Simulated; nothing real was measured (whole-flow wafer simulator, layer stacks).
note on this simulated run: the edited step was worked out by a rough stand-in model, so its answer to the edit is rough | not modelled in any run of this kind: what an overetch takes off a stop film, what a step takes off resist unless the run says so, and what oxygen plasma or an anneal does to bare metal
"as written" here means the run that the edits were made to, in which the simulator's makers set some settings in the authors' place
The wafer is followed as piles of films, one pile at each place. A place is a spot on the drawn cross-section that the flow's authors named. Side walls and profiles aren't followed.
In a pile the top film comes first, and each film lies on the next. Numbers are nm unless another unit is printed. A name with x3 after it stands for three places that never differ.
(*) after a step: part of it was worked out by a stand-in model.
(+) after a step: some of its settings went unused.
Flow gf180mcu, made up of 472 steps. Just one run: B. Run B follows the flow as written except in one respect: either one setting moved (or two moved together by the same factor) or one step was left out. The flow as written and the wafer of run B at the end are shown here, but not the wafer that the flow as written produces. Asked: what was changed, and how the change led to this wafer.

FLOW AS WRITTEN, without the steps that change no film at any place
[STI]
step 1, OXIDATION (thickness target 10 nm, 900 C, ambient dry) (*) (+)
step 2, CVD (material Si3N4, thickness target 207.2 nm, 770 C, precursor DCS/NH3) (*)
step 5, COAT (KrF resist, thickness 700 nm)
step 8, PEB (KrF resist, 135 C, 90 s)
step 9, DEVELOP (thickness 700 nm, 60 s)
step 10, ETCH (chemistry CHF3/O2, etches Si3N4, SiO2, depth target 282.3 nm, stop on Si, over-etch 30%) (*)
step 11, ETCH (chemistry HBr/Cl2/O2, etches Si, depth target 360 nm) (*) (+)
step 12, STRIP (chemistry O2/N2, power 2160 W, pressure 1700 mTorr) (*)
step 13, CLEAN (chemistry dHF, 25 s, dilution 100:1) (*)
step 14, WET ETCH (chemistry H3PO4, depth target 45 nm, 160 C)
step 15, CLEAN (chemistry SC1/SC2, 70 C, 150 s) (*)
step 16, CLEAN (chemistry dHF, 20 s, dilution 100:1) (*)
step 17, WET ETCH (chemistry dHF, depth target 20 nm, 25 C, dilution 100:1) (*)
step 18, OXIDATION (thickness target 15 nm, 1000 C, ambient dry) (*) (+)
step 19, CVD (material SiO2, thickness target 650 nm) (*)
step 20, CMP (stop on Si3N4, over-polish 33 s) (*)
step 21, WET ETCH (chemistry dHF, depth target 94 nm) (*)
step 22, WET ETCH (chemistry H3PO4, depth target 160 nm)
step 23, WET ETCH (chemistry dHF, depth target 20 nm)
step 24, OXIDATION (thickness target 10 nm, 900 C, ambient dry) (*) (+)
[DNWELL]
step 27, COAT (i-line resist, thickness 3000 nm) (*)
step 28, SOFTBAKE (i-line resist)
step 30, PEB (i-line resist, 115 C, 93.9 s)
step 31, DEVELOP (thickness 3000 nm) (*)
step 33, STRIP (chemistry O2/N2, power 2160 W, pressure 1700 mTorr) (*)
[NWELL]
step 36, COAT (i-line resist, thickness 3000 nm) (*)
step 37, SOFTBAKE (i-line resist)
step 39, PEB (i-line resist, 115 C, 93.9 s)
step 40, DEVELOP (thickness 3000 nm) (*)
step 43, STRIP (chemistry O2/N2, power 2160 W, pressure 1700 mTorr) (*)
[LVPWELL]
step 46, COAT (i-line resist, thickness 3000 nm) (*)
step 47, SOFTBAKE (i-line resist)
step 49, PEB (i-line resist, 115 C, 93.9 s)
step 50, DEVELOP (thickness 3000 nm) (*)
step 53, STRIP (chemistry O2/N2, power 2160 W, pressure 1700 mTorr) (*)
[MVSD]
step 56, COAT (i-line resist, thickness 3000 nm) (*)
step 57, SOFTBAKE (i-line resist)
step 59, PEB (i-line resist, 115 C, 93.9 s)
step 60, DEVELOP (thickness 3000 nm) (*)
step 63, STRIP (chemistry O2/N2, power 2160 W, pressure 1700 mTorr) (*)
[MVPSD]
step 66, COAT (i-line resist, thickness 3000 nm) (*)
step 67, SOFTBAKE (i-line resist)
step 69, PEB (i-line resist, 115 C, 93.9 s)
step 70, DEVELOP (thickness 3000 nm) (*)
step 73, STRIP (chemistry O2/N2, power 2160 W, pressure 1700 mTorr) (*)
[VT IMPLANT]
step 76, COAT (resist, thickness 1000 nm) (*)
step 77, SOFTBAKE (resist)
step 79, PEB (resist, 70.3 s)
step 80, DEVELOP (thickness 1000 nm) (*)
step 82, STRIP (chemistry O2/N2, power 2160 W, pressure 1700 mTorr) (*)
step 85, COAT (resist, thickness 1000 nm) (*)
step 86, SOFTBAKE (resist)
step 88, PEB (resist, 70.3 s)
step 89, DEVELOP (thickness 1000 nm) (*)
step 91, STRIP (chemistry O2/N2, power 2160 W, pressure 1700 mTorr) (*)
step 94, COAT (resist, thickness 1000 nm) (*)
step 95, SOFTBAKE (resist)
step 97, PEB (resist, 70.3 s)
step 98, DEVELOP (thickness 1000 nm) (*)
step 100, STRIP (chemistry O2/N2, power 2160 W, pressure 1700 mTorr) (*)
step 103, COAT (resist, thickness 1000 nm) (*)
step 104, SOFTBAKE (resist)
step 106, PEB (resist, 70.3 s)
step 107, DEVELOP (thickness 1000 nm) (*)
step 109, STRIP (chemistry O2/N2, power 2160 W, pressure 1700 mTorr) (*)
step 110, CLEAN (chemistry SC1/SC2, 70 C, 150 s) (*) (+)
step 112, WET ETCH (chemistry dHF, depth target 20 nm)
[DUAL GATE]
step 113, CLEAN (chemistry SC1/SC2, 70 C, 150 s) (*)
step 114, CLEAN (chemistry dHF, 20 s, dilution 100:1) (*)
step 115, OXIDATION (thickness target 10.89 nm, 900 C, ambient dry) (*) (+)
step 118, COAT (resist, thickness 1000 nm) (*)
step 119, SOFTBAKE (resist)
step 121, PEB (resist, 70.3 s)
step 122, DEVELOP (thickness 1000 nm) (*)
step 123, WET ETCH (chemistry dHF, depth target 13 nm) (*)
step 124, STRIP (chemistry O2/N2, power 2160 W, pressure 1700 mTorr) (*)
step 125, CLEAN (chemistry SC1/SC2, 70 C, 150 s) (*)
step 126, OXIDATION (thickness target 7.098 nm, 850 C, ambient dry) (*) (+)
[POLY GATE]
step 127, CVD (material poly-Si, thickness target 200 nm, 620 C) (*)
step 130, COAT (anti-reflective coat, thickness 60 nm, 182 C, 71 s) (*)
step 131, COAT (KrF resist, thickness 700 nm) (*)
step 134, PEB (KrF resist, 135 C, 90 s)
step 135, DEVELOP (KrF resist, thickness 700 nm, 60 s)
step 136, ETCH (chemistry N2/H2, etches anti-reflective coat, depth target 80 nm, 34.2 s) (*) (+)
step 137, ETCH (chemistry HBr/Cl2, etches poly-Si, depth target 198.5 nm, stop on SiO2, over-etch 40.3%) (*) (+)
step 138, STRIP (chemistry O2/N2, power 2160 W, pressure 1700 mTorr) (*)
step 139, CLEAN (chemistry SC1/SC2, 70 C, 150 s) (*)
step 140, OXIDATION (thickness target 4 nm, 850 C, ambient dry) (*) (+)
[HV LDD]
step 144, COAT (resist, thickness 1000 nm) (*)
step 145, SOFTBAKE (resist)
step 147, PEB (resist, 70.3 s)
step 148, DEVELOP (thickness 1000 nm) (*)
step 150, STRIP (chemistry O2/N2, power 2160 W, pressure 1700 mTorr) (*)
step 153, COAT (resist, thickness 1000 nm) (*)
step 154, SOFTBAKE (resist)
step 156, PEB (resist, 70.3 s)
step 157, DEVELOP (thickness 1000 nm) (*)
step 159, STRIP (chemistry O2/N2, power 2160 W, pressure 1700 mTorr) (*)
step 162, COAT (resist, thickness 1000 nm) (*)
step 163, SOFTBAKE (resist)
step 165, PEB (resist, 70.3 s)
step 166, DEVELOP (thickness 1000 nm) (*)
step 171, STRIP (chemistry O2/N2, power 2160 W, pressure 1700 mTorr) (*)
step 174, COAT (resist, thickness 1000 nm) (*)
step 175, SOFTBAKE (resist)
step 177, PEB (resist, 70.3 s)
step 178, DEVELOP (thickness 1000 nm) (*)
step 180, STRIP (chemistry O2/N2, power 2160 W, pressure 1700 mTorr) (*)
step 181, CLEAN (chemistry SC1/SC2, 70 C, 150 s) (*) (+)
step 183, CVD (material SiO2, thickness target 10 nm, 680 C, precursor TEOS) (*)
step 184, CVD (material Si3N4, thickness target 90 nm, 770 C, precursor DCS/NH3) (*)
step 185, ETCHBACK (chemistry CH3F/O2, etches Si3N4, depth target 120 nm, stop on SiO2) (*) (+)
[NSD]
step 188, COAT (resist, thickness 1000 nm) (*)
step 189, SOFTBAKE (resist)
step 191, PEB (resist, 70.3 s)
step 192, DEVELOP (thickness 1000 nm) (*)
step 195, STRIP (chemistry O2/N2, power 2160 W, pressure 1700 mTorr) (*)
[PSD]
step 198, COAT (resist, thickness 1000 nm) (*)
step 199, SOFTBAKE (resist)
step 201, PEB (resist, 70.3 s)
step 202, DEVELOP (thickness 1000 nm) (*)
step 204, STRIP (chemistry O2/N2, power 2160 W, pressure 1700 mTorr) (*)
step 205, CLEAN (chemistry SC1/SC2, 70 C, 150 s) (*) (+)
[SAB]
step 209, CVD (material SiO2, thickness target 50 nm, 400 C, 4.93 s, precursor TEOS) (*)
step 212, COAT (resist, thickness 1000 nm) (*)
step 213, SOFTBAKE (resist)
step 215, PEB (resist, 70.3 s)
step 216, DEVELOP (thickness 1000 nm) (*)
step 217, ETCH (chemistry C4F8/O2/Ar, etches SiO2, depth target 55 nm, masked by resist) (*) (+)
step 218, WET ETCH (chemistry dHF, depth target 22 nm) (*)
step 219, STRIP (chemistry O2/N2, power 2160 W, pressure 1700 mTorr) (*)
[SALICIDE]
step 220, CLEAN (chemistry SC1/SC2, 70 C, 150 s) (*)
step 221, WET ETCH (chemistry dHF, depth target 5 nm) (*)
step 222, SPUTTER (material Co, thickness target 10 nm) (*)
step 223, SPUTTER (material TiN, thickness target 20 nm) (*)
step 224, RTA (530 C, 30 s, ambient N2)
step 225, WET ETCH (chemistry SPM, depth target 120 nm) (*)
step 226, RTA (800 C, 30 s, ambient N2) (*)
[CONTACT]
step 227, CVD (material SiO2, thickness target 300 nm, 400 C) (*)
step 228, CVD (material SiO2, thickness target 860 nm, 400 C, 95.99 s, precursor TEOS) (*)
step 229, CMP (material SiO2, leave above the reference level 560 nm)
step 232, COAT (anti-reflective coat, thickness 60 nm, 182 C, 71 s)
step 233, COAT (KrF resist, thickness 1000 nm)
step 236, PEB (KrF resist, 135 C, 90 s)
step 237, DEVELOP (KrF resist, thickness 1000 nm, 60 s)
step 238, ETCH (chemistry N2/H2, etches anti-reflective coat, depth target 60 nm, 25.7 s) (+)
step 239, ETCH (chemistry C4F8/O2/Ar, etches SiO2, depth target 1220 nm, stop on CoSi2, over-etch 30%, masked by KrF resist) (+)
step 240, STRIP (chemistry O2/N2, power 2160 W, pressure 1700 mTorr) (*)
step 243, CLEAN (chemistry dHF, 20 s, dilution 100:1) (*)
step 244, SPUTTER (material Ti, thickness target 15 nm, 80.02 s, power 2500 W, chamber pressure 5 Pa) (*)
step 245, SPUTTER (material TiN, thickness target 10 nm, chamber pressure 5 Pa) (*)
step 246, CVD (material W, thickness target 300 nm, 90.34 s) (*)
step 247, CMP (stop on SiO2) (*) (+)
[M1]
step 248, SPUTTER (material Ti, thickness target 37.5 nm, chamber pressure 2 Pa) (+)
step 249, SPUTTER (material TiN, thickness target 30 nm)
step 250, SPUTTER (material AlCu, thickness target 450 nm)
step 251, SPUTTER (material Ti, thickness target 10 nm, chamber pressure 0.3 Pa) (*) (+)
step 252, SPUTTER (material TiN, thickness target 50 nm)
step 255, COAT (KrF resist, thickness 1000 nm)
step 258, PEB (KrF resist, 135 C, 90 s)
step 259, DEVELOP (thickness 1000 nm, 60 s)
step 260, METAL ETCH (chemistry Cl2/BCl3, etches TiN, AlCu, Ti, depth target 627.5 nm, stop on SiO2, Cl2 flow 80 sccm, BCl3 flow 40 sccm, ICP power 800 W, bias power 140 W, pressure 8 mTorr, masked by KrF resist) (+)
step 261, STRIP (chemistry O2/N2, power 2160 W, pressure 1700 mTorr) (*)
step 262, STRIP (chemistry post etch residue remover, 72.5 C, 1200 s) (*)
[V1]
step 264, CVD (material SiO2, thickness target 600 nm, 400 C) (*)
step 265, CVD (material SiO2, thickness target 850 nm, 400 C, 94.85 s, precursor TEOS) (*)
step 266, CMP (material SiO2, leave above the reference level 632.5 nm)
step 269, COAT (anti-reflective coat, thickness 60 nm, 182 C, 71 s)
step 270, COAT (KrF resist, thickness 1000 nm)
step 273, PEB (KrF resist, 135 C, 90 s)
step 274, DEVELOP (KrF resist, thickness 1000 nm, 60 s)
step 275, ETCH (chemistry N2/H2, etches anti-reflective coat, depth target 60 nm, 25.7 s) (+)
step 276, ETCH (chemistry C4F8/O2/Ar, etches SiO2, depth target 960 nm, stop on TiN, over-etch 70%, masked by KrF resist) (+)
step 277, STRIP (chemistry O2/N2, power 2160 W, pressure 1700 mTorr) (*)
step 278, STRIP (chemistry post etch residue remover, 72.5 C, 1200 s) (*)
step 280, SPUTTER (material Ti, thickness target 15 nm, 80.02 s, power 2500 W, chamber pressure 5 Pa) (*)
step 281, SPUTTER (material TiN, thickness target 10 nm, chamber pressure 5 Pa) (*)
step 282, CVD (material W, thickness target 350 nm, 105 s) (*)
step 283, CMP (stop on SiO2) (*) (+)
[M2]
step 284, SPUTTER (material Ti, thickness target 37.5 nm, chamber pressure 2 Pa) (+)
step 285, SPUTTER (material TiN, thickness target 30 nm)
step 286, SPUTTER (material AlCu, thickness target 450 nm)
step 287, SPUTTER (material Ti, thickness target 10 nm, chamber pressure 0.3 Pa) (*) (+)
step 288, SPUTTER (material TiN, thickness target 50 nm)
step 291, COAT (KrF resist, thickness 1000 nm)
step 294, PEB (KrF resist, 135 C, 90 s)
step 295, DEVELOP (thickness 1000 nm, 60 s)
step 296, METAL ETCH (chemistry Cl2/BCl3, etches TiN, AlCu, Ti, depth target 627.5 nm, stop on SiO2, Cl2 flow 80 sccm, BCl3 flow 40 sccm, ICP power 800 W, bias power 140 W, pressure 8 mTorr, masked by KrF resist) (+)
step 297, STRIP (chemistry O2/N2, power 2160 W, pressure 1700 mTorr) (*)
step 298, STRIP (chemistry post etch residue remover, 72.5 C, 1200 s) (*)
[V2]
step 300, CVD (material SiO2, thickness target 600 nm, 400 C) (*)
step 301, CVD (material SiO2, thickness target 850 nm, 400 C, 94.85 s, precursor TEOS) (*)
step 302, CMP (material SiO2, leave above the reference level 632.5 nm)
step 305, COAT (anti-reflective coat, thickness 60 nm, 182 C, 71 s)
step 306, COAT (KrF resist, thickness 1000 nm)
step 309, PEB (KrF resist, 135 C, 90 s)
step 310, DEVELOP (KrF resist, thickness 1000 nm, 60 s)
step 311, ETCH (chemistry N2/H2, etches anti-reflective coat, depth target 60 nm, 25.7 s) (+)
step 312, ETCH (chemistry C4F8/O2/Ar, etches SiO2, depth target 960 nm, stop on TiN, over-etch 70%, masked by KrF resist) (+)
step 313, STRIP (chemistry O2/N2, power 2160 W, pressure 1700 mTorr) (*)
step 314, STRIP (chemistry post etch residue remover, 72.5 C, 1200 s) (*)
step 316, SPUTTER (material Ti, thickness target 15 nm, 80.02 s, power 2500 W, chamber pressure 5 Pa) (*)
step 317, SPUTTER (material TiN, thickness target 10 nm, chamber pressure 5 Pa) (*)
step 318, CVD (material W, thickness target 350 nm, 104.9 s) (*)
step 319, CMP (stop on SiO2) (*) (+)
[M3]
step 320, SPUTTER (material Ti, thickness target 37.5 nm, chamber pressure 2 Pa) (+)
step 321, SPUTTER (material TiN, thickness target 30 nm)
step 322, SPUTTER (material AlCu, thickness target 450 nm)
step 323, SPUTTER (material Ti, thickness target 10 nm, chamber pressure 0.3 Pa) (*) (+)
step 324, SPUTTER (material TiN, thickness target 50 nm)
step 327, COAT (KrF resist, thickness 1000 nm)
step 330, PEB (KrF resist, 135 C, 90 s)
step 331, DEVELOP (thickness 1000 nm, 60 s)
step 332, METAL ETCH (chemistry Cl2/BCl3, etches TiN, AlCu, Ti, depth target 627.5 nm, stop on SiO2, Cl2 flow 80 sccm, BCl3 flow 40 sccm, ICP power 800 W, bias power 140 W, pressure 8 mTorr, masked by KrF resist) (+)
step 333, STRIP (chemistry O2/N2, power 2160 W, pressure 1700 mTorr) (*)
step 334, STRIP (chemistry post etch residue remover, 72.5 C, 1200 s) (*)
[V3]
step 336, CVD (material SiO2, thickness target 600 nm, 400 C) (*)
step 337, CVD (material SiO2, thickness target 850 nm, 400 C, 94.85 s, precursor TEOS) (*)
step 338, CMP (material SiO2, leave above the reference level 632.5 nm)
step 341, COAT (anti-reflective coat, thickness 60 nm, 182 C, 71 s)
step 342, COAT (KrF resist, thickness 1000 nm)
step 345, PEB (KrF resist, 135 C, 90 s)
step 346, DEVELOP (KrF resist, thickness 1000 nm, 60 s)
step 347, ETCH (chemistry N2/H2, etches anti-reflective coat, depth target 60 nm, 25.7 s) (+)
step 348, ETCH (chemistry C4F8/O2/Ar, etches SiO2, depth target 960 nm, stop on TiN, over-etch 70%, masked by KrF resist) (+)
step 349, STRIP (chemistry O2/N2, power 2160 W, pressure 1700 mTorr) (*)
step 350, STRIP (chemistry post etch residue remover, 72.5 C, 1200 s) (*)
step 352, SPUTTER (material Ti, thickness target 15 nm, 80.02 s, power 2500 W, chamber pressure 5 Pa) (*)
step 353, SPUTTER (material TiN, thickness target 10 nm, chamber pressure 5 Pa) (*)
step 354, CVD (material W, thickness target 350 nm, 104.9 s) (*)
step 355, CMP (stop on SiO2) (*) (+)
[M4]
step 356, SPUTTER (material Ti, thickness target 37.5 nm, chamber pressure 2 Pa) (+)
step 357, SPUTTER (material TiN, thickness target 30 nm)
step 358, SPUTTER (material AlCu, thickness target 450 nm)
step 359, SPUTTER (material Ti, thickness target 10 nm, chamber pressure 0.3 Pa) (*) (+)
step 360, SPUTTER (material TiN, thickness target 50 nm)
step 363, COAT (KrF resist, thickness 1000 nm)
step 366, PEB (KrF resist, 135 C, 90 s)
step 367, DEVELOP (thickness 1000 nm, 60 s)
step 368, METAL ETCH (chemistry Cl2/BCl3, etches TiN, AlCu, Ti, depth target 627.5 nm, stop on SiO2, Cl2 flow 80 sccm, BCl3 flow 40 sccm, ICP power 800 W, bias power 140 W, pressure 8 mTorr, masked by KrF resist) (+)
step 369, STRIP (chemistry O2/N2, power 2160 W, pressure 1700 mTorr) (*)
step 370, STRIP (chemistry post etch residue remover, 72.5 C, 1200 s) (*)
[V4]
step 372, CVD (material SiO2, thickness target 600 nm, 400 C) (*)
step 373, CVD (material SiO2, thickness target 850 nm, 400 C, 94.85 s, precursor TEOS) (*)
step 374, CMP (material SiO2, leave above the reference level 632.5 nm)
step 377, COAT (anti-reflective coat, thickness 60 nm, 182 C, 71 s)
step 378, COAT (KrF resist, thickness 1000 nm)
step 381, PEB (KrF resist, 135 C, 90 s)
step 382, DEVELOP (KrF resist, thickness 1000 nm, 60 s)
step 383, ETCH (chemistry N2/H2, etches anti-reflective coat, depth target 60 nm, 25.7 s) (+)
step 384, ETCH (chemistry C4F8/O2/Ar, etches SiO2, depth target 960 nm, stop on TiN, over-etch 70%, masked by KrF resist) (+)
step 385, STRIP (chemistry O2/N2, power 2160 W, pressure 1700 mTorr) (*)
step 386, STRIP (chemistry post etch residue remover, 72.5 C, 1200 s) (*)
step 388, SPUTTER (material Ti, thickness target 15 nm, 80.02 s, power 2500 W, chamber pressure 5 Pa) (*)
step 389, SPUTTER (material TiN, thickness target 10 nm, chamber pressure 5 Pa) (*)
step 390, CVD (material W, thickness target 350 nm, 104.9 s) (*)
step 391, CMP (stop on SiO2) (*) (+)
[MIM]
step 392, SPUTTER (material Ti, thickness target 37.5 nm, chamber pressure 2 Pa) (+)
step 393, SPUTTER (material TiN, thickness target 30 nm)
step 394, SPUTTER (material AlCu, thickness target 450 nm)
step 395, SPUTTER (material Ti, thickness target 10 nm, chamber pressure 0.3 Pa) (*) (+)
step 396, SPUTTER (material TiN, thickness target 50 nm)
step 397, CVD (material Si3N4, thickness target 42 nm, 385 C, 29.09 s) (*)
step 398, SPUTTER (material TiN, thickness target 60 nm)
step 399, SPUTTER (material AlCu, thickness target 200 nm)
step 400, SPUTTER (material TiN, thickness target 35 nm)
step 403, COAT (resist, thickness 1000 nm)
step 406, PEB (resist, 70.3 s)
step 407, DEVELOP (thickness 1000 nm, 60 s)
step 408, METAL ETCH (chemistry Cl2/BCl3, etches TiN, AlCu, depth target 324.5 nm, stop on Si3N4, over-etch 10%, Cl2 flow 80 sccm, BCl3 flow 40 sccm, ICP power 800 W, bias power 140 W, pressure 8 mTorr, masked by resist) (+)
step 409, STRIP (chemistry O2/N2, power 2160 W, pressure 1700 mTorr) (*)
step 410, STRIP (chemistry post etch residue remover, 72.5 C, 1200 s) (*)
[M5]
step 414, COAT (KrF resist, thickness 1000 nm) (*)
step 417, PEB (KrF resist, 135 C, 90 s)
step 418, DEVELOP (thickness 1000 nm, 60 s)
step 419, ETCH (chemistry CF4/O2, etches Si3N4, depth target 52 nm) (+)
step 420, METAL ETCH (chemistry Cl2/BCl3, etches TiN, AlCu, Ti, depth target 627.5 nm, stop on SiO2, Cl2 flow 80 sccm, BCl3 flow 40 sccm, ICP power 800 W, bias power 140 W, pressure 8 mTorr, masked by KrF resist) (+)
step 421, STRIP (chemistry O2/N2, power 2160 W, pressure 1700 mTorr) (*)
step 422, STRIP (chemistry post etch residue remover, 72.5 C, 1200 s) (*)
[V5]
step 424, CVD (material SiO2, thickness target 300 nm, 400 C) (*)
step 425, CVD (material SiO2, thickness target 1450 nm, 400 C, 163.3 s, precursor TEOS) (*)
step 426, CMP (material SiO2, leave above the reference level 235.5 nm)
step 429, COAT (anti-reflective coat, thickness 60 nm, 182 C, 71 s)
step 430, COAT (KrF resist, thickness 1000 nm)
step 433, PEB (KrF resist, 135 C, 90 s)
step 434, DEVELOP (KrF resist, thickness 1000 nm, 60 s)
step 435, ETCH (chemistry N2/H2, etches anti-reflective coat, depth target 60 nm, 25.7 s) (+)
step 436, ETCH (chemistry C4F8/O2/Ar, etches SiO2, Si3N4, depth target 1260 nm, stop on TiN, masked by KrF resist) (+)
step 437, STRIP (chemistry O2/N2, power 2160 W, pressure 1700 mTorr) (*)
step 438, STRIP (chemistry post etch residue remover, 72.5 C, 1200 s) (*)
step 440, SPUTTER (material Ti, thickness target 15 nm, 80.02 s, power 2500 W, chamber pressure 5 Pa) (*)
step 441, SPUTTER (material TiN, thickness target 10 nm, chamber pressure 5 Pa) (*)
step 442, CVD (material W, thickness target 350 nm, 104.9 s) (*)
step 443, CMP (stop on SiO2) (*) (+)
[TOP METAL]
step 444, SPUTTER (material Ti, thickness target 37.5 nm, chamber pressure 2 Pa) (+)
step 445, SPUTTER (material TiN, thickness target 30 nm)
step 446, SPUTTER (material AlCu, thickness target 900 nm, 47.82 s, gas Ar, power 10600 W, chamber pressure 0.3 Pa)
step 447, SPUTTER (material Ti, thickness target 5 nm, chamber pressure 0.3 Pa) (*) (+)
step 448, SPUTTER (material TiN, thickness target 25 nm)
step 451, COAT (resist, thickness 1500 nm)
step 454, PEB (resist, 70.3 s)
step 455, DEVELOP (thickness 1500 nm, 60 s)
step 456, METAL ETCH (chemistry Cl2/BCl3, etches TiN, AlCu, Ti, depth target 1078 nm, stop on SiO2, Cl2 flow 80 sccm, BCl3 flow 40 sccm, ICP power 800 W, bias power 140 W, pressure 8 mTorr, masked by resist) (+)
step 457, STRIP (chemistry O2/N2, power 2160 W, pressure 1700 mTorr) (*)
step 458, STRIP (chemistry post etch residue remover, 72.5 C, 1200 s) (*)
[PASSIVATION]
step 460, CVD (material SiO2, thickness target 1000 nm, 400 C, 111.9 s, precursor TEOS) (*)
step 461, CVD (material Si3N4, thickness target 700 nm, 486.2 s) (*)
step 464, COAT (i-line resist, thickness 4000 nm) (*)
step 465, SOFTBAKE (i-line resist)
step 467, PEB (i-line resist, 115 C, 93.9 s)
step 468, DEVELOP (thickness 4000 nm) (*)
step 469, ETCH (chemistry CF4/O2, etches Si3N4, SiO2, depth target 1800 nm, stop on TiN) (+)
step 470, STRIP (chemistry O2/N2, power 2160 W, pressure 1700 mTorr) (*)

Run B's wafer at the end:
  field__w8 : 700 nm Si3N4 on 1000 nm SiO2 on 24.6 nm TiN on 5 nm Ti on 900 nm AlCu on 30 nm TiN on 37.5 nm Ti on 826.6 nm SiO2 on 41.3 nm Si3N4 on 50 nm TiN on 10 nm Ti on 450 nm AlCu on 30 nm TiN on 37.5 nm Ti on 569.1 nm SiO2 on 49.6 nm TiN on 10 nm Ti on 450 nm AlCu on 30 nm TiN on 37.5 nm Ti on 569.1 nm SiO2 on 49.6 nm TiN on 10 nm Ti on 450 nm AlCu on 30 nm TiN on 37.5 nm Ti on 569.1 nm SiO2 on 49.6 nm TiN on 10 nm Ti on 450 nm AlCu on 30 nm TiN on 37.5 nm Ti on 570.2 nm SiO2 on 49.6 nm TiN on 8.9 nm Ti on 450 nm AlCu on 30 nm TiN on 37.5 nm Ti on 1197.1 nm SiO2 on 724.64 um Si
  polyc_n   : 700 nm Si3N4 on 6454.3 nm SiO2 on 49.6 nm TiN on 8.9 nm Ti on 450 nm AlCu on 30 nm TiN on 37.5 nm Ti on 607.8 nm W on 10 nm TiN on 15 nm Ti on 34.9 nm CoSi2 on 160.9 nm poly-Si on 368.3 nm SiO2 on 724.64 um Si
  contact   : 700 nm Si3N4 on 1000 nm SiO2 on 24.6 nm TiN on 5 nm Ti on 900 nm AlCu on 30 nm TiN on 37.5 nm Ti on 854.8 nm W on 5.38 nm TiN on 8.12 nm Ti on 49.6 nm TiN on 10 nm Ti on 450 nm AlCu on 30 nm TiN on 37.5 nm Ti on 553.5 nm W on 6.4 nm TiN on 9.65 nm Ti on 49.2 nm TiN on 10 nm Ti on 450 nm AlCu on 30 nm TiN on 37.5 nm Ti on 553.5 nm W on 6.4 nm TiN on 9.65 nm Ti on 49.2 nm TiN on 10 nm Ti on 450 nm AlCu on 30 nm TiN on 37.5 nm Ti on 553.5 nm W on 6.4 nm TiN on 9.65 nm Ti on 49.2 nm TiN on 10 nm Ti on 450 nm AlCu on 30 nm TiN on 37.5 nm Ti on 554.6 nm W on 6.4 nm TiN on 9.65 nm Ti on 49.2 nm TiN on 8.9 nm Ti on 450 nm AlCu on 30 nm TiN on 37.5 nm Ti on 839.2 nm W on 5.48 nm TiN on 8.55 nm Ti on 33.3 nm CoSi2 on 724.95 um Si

Cause: step 251, SPUTTER: thickness target 8.9 nm was run, though the flow has thickness target 10 nm.
The wafer itself shows it: field__w8 has Ti 8.9, and step 251 as written asks for 10 nm.

How this came from the change, step by step:
  step 251, SPUTTER (material Ti, thickness target 10 nm, chamber pressure 0.3 Pa) (*) (+)
      field, field__w1, field__w2 and 108 more: Ti gains 8.9 (new film) (as written it would have been: Ti gains 10 (new film))
  step 260, METAL ETCH (chemistry Cl2/BCl3, etches TiN, AlCu, Ti, depth target 627.5 nm, stop on SiO2, Cl2 flow 80 sccm, BCl3 flow 40 sccm, ICP power 800 W, bias power 140 W, pressure 8 mTorr, masked by KrF resist) (+)
      field, field__w1, field__w2 and 99 more: TiN loses 50 (all of it), Ti loses 8.9 (all of it), AlCu loses 450 (all of it), TiN loses 30 (all of it), Ti loses 37.5 (all of it) (as written it would have been: TiN loses 50 (all of it), Ti loses 10 (all of it), AlCu loses 450 (all of it), TiN loses 30 (all of it), Ti loses 37.5 (all of it))
